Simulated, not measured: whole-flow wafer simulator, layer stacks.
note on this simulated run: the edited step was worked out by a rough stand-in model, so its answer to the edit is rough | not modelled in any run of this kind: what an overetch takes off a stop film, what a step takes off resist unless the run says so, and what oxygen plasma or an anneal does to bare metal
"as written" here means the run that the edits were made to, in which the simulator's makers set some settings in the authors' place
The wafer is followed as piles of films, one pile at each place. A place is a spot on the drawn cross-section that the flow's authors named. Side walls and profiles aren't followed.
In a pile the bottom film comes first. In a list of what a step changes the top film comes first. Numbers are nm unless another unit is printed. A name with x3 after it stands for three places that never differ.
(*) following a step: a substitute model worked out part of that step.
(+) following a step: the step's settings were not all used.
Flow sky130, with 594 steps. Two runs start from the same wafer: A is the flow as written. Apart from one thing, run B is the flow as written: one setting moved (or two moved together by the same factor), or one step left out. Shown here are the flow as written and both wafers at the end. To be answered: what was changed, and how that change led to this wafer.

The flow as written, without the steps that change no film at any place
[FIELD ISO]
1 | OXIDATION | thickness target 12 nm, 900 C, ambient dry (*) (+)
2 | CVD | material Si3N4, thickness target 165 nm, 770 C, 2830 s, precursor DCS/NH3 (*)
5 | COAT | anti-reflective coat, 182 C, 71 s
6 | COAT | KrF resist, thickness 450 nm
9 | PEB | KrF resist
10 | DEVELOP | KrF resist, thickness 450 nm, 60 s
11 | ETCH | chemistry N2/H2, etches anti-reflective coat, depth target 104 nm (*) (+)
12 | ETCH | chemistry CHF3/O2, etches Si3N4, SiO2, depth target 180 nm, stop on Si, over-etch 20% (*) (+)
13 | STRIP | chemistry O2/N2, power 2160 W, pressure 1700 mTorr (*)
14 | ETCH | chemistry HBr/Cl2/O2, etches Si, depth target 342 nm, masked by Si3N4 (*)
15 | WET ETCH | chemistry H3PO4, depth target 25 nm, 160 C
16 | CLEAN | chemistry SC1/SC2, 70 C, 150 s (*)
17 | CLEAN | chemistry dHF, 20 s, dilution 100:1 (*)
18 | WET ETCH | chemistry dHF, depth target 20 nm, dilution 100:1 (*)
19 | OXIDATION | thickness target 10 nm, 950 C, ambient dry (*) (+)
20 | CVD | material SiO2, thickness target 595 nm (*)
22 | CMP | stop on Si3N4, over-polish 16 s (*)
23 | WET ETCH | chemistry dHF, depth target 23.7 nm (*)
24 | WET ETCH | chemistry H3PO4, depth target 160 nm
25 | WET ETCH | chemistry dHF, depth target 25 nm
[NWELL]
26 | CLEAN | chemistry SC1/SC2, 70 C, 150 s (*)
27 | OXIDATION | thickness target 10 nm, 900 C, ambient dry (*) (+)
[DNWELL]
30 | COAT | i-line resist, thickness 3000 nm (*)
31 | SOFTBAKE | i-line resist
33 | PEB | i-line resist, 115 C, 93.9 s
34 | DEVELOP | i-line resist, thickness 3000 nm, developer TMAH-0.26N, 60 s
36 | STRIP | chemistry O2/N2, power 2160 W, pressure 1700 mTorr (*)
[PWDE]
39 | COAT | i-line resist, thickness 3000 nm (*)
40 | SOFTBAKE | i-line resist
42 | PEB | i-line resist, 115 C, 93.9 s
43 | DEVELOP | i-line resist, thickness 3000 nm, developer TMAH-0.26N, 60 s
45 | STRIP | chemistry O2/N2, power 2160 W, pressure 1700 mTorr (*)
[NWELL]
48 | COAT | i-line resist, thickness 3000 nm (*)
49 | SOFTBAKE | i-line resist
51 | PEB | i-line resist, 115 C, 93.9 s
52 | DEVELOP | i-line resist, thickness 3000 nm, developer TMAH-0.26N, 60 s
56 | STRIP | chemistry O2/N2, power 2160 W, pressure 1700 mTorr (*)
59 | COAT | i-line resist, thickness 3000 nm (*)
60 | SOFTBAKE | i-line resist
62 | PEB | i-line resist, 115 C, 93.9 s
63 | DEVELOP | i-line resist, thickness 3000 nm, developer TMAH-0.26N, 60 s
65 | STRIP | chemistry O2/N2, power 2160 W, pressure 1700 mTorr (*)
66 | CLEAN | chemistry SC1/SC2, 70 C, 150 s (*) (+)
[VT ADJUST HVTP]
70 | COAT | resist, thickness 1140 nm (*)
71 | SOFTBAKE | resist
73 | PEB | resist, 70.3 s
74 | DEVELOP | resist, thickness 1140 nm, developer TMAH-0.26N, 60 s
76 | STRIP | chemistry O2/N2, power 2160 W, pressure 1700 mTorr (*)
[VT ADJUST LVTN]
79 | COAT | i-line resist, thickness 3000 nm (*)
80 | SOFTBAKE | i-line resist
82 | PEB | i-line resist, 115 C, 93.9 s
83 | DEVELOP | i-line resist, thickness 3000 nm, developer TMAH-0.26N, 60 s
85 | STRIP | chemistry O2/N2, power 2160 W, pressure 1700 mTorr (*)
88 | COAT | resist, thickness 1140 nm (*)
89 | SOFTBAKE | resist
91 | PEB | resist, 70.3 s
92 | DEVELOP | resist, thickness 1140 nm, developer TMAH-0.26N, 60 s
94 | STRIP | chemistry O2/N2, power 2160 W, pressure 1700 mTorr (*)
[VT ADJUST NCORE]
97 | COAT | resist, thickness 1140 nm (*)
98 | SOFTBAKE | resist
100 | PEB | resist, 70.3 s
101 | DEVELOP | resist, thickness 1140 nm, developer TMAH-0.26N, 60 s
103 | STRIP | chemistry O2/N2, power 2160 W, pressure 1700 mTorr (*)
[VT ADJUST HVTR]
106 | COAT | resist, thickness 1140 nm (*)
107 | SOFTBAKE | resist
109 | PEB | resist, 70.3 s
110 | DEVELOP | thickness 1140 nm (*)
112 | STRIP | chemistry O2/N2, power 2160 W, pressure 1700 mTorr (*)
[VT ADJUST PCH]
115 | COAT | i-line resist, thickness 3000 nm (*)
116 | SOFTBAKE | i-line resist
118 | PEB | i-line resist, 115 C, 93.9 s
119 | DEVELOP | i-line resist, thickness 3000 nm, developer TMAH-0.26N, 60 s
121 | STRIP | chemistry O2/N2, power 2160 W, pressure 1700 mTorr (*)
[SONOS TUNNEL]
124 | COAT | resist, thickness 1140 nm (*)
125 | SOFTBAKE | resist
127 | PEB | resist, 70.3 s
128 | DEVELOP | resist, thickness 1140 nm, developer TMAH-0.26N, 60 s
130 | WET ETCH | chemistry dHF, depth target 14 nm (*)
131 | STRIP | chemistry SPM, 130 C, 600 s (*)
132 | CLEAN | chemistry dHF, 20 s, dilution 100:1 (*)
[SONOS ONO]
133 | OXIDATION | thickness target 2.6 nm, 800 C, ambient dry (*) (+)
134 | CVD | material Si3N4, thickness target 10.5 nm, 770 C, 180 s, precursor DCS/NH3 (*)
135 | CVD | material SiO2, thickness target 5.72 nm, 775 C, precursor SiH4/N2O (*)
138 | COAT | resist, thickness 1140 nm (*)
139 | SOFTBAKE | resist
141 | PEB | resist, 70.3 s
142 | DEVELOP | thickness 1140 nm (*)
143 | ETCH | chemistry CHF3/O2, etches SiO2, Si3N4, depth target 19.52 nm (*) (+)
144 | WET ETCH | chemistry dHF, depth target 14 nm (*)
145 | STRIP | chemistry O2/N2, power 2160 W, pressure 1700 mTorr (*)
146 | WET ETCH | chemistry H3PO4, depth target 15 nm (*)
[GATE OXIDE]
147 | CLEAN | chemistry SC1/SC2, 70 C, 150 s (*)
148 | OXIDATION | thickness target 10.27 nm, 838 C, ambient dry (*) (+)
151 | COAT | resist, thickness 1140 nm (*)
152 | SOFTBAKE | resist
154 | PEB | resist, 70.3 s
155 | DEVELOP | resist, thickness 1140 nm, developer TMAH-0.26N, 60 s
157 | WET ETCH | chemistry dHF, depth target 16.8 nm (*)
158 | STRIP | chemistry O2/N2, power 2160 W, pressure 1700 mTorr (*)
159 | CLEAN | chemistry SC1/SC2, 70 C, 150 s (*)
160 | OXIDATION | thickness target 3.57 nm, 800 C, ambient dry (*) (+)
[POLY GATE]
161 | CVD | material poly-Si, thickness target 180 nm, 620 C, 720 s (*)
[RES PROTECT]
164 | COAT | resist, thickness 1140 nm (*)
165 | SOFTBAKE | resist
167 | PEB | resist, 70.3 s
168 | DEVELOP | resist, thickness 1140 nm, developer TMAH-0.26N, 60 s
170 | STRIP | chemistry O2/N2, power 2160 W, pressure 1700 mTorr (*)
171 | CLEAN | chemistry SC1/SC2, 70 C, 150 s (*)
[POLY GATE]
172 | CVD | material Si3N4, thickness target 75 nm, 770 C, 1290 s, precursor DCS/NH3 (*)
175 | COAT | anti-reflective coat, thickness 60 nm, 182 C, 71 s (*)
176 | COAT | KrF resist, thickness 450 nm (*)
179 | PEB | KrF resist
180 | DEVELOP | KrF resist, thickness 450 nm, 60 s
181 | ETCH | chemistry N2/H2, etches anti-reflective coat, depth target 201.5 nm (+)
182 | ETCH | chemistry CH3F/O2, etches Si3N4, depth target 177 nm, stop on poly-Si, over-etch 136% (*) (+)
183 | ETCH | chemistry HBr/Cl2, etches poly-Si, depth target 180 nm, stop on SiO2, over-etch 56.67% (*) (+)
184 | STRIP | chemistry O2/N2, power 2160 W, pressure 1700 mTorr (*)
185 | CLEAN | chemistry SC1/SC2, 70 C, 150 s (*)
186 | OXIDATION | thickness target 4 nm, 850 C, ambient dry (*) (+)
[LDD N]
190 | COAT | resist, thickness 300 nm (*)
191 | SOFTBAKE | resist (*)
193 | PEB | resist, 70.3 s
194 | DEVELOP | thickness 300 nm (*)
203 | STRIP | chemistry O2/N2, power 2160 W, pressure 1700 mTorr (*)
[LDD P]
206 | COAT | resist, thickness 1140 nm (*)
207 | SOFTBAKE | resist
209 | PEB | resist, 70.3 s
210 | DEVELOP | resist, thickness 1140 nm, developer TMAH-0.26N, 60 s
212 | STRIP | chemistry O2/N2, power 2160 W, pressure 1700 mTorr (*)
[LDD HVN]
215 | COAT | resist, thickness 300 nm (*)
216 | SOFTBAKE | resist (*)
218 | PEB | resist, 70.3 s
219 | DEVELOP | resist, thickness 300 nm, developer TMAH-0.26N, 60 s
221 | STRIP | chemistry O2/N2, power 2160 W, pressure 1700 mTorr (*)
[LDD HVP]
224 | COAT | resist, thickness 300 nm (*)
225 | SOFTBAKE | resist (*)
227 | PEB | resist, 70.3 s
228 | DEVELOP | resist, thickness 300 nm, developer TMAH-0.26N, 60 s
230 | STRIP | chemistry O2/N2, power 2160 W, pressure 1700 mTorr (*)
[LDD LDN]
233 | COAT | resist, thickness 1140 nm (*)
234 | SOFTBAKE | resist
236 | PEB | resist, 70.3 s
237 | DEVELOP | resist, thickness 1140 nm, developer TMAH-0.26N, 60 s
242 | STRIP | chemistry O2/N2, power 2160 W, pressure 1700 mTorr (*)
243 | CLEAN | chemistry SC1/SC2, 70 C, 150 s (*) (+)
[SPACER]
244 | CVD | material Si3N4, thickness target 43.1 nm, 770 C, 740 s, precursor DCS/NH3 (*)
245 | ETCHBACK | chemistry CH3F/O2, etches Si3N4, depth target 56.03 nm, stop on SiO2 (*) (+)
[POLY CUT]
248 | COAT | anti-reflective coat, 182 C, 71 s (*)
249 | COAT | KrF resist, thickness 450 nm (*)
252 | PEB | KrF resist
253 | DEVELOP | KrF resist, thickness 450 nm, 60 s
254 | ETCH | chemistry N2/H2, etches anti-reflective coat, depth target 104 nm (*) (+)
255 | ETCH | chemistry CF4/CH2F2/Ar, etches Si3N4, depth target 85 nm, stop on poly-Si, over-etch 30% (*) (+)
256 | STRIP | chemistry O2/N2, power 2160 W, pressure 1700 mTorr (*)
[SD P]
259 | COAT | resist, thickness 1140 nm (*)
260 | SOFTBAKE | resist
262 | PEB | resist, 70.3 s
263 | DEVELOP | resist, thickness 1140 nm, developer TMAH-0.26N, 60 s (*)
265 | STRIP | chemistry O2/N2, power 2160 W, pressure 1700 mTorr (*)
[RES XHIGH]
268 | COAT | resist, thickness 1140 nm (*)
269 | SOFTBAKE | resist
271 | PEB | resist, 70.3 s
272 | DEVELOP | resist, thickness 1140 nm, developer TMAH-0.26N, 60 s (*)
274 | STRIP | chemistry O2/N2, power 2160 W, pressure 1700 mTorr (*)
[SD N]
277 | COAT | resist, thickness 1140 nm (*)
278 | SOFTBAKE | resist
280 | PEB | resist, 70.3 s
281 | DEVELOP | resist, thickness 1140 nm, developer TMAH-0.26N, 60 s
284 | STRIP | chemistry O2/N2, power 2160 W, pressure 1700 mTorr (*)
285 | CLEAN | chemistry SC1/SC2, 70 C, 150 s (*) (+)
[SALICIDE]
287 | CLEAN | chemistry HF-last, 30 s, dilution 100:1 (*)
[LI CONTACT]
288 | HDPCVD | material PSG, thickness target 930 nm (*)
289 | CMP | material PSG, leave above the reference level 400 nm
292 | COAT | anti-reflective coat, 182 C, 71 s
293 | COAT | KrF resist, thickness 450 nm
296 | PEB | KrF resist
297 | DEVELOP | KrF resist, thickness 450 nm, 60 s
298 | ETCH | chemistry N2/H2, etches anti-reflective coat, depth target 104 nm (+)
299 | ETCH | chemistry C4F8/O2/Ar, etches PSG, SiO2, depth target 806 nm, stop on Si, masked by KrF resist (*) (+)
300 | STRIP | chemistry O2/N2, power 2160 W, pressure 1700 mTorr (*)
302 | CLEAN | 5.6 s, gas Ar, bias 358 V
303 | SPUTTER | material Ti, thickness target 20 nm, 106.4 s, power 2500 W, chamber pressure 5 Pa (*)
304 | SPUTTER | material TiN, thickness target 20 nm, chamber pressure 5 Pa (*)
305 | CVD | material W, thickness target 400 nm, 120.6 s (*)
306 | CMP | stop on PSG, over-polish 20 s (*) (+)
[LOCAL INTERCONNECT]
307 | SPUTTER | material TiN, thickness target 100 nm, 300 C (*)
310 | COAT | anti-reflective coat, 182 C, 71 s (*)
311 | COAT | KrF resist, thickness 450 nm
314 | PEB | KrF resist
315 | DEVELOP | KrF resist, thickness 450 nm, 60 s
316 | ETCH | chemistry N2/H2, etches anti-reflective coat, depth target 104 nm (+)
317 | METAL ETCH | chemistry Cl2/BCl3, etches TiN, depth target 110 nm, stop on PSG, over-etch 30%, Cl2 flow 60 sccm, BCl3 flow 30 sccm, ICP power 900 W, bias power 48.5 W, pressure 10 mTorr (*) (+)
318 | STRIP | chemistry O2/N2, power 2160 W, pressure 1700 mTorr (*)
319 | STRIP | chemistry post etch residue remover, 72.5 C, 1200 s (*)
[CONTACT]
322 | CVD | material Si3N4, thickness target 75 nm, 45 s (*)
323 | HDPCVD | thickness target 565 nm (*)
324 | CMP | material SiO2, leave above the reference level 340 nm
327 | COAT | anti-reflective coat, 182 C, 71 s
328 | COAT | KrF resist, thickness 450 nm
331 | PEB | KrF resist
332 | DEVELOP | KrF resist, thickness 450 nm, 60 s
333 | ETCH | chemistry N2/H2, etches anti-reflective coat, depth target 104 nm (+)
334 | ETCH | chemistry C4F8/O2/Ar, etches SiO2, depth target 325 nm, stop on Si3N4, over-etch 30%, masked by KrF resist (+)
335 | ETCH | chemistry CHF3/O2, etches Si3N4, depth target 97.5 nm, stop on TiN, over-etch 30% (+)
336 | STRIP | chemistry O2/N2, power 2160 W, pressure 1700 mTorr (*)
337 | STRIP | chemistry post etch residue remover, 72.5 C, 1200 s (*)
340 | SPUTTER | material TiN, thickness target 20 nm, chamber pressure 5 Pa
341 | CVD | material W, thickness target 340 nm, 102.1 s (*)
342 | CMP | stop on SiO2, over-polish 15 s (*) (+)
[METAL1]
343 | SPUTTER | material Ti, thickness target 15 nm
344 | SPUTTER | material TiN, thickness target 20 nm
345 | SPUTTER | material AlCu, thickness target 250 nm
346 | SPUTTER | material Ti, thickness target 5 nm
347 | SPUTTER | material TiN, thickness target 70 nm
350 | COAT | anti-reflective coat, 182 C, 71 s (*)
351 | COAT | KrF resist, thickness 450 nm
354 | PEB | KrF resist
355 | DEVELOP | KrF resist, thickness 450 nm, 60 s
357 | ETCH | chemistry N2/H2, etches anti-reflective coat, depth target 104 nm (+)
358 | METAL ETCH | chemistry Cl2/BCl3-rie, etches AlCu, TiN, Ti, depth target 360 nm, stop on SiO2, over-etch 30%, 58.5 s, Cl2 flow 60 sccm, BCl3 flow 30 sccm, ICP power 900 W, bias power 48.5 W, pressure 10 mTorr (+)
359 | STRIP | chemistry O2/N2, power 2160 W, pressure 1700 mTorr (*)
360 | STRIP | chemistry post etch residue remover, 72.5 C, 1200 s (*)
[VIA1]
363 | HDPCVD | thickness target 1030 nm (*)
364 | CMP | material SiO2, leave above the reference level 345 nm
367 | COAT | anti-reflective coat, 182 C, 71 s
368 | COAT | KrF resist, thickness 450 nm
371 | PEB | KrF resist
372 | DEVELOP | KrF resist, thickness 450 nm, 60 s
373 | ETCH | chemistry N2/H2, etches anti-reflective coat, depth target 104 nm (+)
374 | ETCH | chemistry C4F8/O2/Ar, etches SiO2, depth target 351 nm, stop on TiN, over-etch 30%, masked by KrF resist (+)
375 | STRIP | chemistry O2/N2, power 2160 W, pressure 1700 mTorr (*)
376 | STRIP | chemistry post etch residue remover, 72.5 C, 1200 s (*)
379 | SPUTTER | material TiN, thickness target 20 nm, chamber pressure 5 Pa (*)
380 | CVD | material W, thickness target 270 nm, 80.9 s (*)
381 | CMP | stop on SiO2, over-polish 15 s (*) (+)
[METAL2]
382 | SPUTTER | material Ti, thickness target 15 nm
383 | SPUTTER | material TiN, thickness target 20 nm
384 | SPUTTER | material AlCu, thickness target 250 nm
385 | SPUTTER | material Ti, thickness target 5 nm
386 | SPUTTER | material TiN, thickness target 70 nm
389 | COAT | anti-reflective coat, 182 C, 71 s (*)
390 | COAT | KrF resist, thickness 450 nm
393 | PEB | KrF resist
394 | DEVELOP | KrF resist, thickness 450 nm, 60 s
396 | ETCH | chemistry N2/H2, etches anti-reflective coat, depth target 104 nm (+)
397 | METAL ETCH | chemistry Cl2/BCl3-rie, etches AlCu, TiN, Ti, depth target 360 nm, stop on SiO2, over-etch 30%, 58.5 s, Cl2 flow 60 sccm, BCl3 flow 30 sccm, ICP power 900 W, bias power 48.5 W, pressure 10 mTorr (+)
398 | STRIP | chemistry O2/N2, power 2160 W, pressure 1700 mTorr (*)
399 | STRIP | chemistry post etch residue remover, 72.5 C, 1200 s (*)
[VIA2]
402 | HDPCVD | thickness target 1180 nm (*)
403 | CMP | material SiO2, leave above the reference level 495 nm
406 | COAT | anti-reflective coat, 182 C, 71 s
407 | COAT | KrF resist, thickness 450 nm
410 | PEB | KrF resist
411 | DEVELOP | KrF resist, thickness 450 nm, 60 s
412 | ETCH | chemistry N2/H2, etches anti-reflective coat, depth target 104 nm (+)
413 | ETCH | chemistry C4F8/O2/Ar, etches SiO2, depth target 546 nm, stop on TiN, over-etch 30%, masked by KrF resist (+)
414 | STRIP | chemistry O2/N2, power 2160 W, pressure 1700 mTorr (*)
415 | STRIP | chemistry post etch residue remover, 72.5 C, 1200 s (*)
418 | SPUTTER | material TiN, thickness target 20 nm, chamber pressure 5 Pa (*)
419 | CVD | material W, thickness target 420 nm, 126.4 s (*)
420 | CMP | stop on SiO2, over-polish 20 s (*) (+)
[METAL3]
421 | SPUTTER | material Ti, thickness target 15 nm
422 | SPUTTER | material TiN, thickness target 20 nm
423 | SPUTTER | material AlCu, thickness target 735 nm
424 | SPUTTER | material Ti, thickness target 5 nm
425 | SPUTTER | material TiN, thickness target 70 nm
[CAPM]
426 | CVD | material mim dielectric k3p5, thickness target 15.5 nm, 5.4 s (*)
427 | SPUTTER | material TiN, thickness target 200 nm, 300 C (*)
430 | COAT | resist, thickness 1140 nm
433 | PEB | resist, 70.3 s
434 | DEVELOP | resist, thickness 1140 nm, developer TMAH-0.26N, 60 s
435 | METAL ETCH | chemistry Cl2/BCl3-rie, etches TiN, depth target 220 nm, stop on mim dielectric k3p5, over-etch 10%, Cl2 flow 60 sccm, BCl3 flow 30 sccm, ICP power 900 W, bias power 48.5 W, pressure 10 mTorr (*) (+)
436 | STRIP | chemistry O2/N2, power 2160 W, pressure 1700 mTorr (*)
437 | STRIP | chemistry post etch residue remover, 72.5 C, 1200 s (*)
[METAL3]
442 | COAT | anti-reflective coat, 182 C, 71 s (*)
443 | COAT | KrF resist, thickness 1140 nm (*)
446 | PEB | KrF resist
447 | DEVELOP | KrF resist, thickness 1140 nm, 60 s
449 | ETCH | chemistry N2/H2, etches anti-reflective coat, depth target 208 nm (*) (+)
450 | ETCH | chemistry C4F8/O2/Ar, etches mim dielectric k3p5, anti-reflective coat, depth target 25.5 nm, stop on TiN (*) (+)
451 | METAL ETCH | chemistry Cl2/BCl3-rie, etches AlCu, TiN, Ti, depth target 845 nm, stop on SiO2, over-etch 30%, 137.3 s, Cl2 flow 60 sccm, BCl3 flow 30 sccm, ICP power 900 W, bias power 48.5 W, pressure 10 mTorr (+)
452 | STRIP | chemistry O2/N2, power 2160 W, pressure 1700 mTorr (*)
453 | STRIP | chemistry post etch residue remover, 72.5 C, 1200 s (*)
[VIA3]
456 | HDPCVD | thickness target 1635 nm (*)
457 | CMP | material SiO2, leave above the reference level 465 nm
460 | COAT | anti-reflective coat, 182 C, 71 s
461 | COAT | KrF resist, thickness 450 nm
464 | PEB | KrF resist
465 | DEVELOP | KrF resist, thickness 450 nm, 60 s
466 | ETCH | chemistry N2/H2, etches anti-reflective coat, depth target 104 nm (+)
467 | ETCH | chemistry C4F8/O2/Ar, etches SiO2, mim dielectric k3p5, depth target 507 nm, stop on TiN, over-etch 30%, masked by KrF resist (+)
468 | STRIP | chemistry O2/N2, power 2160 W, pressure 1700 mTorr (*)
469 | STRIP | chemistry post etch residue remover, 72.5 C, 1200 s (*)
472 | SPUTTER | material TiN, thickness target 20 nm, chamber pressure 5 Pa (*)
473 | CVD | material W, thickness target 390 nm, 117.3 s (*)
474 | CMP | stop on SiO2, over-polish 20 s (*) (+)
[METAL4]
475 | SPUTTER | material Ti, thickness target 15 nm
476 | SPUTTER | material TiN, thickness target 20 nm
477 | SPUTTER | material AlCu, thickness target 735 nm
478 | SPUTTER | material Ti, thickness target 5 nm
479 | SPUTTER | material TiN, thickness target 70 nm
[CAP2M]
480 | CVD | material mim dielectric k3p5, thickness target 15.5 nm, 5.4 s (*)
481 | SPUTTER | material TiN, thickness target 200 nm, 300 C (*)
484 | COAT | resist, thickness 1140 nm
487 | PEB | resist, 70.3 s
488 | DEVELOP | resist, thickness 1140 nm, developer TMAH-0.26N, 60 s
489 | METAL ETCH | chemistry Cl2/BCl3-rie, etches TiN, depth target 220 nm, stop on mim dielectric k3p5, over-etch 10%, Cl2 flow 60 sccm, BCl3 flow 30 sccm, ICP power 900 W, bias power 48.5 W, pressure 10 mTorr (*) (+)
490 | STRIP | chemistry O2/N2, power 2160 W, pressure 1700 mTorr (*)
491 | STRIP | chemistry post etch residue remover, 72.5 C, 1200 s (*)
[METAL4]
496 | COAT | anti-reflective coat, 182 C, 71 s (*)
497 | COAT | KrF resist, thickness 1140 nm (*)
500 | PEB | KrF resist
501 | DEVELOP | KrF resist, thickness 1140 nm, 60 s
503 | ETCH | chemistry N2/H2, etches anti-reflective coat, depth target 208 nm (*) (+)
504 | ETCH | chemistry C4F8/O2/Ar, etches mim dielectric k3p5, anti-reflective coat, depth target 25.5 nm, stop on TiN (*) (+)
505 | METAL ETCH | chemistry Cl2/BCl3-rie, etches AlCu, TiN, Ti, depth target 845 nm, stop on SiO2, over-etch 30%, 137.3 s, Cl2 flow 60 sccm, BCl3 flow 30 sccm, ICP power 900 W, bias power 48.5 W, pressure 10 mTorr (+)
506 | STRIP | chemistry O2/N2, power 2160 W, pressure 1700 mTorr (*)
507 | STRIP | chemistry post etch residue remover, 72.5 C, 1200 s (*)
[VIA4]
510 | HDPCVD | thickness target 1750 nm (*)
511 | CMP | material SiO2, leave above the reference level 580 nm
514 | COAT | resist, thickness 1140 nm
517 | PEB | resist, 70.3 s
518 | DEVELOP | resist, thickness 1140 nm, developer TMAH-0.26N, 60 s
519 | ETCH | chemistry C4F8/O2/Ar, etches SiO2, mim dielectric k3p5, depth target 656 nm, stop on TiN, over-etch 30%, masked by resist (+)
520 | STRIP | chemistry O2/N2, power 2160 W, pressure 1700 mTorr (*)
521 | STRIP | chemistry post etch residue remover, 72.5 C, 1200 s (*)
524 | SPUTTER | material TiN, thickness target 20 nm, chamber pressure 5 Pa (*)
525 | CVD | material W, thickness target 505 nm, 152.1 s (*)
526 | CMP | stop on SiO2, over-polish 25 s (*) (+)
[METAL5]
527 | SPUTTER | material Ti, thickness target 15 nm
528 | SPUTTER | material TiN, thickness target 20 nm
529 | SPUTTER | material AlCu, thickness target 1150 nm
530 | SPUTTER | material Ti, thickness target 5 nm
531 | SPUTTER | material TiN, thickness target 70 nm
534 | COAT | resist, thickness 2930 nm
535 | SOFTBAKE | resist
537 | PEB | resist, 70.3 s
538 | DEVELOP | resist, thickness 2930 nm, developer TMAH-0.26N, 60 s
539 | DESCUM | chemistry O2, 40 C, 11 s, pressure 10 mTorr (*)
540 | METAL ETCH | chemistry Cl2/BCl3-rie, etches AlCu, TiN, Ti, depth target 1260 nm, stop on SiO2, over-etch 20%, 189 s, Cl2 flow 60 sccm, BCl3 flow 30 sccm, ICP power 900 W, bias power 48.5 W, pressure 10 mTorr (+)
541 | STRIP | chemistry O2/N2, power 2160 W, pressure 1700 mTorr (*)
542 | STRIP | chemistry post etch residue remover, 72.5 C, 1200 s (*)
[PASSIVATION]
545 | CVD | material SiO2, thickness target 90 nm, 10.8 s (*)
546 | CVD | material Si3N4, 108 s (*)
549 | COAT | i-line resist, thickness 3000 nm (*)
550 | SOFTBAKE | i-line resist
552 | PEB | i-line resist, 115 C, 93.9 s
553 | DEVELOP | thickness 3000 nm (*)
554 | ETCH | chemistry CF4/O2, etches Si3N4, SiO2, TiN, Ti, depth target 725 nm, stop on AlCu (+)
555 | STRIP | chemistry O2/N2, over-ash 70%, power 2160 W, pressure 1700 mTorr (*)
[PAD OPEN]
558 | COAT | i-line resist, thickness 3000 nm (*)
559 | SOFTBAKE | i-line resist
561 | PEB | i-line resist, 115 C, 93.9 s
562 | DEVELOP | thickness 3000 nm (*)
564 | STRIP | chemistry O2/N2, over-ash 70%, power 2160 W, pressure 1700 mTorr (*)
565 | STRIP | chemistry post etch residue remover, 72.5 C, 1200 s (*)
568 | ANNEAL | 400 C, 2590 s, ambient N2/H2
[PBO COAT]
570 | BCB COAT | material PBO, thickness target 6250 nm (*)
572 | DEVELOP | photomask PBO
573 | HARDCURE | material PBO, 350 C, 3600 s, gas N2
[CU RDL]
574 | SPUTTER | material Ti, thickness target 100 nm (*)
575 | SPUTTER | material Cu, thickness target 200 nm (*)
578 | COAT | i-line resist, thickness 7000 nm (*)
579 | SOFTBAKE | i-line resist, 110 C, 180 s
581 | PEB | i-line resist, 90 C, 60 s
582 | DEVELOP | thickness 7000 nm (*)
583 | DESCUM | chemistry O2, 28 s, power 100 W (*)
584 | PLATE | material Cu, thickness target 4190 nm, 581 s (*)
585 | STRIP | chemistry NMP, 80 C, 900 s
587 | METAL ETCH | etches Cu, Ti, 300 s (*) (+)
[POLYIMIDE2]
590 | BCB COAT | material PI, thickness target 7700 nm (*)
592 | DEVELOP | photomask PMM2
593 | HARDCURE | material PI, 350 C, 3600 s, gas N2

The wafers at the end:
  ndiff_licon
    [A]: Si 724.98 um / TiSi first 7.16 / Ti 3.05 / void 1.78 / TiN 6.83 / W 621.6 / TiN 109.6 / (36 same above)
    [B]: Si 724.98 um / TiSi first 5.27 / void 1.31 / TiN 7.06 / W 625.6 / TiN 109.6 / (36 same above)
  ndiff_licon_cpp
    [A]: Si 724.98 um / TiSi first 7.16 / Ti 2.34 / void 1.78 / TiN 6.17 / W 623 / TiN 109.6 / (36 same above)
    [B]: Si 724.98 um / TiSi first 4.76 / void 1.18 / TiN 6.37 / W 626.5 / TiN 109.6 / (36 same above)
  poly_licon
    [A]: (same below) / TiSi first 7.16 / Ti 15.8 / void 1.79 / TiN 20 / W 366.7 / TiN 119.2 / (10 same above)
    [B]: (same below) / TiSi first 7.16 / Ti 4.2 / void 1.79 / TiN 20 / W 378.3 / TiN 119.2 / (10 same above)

What caused this: step 303, SPUTTER: 45.21 s was run, though the flow has 106.4 s.

The path from the change to this, step by step:
  303 | SPUTTER | material Ti, thickness target 20 nm, 106.4 s, power 2500 W, chamber pressure 5 Pa (*)
      field, active, n_well and 185 more: A Ti gains 20 (new film) | B Ti gains 8.39 (new film)
      ndiff_licon: A Ti gains 7.24 (new film) | B Ti gains 3.08 (new film)
      (also at 2 further places)
  306 | CMP | stop on PSG, over-polish 20 s (*) (+)
      field, active, n_well and 184 more: A W loses 400 (all of it), TiN loses 20 (all of it), Ti loses 20 (all of it), PSG loses 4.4 | B W loses 400 (all of it), TiN loses 20 (all of it), Ti loses 8.39 (all of it), PSG loses 4.4
      ndiff_licon, ndiff_licon_cpp, rpo_hd_licon: A W loses 444.9 | B W loses 433.3
      (also at 1 further place)
  568 | ANNEAL | 400 C, 2590 s, ambient N2/H2
      ndiff_licon: A under 37 films: void gains 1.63 (new film), Ti loses 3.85, TiSi first gains 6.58 (new film), Si loses 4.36 | B under 37 films: void gains 1.31 (new film), TiSi first gains 5.27 (new film), Ti loses 3.08 (all of it), Si loses 3.5
      ndiff_licon_cpp: A under 37 films: void gains 1.63 (new film), Ti loses 3.85, TiSi first gains 6.58 (new film), Si loses 4.36 | B under 37 films: void gains 1.18 (new film), TiSi first gains 4.76 (new film), Ti loses 2.78 (all of it), Si loses 3.15
If metal films that touch count as one body, ndiff_licon has 5 bodies (between them, from the top down: SiO2 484 / mim dielectric k3p5 15.5; SiO2 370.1 / mim dielectric k3p5 15.5; SiO2 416; SiO2 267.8); the flow as written gives 6 bodies (between them, from the top down: SiO2 484 / mim dielectric k3p5 15.5; SiO2 370.1 / mim dielectric k3p5 15.5; SiO2 416; SiO2 267.8; void 1.78).
If metal films that touch count as one body, ndiff_licon_cpp has 5 bodies (between them, from the top down: SiO2 484 / mim dielectric k3p5 15.5; SiO2 370.1 / mim dielectric k3p5 15.5; SiO2 416; SiO2 267.8); the flow as written gives 6 bodies (between them, from the top down: SiO2 484 / mim dielectric k3p5 15.5; SiO2 370.1 / mim dielectric k3p5 15.5; SiO2 416; SiO2 267.8; void 1.78).
